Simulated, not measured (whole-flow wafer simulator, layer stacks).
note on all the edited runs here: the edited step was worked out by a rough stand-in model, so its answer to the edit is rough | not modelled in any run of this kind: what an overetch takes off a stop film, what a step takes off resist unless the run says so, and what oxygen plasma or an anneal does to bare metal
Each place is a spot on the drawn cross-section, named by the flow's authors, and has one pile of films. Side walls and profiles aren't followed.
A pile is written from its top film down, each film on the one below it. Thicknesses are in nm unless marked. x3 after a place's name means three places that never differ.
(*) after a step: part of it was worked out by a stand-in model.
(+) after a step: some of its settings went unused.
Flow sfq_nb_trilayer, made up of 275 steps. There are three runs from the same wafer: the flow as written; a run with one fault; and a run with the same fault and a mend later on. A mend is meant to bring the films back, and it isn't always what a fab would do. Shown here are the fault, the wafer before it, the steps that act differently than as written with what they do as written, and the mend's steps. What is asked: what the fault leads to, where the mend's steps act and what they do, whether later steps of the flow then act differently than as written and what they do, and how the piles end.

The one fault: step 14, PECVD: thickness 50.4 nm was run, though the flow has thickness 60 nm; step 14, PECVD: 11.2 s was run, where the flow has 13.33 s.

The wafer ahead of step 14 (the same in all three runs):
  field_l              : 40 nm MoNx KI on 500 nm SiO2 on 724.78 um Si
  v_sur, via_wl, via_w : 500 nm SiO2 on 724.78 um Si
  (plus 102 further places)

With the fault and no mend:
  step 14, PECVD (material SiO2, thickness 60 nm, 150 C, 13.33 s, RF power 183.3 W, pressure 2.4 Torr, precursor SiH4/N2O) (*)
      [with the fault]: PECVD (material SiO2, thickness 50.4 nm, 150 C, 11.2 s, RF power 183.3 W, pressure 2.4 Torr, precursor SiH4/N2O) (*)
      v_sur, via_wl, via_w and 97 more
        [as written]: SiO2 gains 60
        [with the fault]: SiO2 gains 50.4
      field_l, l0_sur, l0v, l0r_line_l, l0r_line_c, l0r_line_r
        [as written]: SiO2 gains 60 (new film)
        [with the fault]: SiO2 gains 50.4 (new film)
  Steps later in the flow that act otherwise than as written (8 other steps are not shown; they differ only slightly, by no more than 2% or 0.5 nm, whichever is larger):
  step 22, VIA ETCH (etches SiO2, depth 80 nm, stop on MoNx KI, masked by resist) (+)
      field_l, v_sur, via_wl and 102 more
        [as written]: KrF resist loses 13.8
        [with the fault]: KrF resist loses 13
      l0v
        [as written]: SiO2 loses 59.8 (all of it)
        [with the fault]: SiO2 loses 50.2 (all of it)
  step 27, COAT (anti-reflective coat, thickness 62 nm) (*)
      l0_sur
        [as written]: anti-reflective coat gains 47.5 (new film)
        [with the fault]: anti-reflective coat gains 48.5 (new film)
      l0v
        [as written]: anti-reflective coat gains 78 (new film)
        [with the fault]: anti-reflective coat gains 75.1 (new film)
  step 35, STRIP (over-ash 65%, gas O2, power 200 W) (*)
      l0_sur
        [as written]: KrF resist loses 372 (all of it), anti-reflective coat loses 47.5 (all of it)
        [with the fault]: KrF resist loses 372.6 (all of it), anti-reflective coat loses 48.5 (all of it)
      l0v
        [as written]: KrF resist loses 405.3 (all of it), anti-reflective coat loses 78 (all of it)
        [with the fault]: KrF resist loses 399.3 (all of it), anti-reflective coat loses 75.1 (all of it)
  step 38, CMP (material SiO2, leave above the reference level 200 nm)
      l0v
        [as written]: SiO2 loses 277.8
        [with the fault]: SiO2 loses 289
  At field_l, l0_sur, l0r_line_l, l0r_line_c, l0r_line_r, the piles at the end differ from the flow's by more than 2% or 0.5 nm, whichever is larger.
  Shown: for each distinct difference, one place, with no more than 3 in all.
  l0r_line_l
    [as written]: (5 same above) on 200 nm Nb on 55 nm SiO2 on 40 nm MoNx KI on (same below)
    [with the fault]: (5 same above) on 200 nm Nb on 45.4 nm SiO2 on 40 nm MoNx KI on (same below)
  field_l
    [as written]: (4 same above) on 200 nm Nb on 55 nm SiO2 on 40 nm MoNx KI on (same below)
    [with the fault]: (4 same above) on 200 nm Nb on 45.4 nm SiO2 on 40 nm MoNx KI on (same below)
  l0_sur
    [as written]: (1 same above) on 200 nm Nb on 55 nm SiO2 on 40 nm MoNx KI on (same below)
    [with the fault]: (1 same above) on 200 nm Nb on 45.4 nm SiO2 on 40 nm MoNx KI on (same below)

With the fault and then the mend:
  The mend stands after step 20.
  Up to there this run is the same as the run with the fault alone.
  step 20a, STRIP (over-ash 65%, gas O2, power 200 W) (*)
      p4_fl x3, p4_w1 x9, p4_g1 x2 and 59 more
        KrF resist loses 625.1 (all of it), anti-reflective coat loses 62 (all of it)
      jj_sur, ce_l, c5j, ce_r, sp_r, be_r, r_sur
        KrF resist loses 632 (all of it), anti-reflective coat loses 63.7 (all of it)
      be, moat
        KrF resist loses 632.3 (all of it), anti-reflective coat loses 63.8 (all of it)
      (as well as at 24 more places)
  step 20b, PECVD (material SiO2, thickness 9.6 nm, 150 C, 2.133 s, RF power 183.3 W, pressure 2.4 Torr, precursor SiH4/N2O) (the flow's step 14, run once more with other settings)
      field_l, v_sur, via_wl and 103 more
        SiO2 gains 9.6
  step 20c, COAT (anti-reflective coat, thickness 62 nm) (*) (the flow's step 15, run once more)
      p4_fl x3, p4_w1 x9, p4_g1 x2 and 59 more
        anti-reflective coat gains 62 (new film)
      be_sur, gap, jj_sur and 8 more
        anti-reflective coat gains 63.7 (new film)
      wire, be, moat, field_r, lsp_l
        anti-reflective coat gains 63.8 (new film)
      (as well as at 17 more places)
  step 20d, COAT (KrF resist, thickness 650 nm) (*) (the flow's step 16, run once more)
      p4_fl x3, p4_w1 x9, p4_g1 x2 and 59 more
        KrF resist gains 650 (new film)
      ce_l, c5j, ce_r, sp_r, be_r
        KrF resist gains 656.9 (new film)
      gap, jj_sur, r_sur, res
        KrF resist gains 657 (new film)
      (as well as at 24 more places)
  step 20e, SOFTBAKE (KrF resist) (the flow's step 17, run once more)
      leaves every film unchanged at each place that is followed
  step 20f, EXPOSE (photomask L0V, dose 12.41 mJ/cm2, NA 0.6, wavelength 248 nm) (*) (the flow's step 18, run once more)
      leaves every film unchanged at each place that is followed
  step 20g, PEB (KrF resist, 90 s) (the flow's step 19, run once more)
      p4_fl x3, p4_w1 x9, p4_g1 x2 and 59 more
        KrF resist loses 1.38
      via_v, wire, be and 15 more
        KrF resist loses 1.39
      v_sur, via_w, via_wr, via_sp, lsp_m, ln_m6, lsp_r
        KrF resist loses 1.4
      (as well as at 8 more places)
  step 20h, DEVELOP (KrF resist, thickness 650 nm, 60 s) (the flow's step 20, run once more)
      field_l, v_sur, via_wl and 102 more
        KrF resist loses 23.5
      l0v
        KrF resist loses 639 (all of it)
  None of the later steps of the flow differs from how it acts as written, at any place that is followed, by more than 2% or 0.5 nm, whichever is larger.
  The piles end the same as the flow's at every place that both follow.
